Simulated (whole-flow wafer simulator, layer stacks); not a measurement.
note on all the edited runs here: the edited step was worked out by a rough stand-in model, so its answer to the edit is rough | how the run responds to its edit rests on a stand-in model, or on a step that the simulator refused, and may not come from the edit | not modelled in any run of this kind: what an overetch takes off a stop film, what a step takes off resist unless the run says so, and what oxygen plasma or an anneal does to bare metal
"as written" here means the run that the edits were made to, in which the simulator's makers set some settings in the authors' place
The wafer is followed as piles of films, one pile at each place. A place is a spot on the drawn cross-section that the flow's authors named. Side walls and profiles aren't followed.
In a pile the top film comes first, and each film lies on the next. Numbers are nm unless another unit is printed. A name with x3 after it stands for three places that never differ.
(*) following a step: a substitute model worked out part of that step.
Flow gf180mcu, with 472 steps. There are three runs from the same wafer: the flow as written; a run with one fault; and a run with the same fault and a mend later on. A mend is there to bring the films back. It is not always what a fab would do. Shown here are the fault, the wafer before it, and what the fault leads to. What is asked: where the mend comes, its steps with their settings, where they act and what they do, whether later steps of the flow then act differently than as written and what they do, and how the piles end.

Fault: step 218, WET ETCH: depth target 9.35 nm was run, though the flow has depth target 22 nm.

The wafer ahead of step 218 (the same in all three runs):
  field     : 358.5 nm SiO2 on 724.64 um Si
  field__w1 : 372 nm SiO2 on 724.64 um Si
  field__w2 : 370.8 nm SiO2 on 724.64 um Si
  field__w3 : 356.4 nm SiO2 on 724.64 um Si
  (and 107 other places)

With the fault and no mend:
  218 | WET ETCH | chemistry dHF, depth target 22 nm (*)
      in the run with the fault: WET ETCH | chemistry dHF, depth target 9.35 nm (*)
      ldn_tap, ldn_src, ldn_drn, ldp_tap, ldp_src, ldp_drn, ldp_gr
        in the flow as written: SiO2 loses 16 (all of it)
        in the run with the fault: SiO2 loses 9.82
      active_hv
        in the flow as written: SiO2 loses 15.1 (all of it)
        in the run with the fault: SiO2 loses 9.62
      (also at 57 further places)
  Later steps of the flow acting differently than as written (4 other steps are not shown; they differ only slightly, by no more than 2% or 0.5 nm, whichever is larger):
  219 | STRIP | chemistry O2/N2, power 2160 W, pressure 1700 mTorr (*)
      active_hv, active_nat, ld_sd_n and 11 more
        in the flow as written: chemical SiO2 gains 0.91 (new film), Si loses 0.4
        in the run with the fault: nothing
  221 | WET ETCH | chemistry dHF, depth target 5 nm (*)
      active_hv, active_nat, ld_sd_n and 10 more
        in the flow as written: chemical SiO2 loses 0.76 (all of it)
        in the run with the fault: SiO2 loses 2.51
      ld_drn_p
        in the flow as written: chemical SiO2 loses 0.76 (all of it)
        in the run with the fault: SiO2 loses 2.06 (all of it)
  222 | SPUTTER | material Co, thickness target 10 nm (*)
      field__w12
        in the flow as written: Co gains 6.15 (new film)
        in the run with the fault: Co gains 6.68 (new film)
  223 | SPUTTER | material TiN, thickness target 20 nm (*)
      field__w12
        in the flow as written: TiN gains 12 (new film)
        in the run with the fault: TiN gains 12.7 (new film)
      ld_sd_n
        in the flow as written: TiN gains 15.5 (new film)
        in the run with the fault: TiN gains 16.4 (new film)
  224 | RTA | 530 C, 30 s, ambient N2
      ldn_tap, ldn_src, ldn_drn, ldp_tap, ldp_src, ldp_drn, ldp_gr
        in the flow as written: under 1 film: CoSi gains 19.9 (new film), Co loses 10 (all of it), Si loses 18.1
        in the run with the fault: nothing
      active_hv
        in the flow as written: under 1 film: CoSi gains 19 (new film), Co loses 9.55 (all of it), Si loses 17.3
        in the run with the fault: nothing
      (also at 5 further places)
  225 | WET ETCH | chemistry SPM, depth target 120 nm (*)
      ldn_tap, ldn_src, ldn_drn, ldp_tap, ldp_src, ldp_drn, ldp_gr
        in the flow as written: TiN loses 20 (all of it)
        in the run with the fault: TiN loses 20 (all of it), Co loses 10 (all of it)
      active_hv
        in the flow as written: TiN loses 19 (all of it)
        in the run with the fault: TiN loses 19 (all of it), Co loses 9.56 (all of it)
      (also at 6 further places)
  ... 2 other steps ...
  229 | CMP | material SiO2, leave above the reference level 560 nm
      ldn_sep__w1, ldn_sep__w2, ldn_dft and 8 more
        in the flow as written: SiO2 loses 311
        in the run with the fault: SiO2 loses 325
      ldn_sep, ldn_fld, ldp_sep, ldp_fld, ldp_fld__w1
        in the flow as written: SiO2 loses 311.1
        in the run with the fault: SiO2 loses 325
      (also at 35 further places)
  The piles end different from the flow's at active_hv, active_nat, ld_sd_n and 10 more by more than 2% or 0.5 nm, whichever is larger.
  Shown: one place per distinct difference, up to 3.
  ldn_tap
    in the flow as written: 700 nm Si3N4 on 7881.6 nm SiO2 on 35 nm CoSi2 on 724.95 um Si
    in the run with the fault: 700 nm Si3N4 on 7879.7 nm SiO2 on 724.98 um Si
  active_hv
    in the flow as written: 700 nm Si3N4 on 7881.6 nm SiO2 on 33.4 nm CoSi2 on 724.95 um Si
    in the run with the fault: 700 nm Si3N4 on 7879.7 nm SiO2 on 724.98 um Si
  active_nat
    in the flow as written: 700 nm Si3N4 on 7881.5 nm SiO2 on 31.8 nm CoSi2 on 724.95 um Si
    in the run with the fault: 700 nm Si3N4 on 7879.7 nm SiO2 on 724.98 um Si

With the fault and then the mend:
  The mend follows step 218.
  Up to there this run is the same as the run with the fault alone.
  218a | WET ETCH | chemistry dHF, depth target 12.65 nm (*) (a further turn of the flow's step 218, with different settings)
      field, field__w1, field__w2 and 30 more
        SiO2 loses 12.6
      field__w7, field__w8, field__w11 and 14 more
        SiO2 loses 12.7
      ldn_src, ldn_drn, ldp_tap, ldp_src, ldp_drn
        SiO2 loses 6.15 (all of it)
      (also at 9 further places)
  None of the later steps of the flow differs from how it acts as written, at any place that is followed, by more than 2% or 0.5 nm, whichever is larger.
  The piles end only slightly different from the flow's at the places that both follow, by no more than 2% or 0.5 nm, whichever is larger.
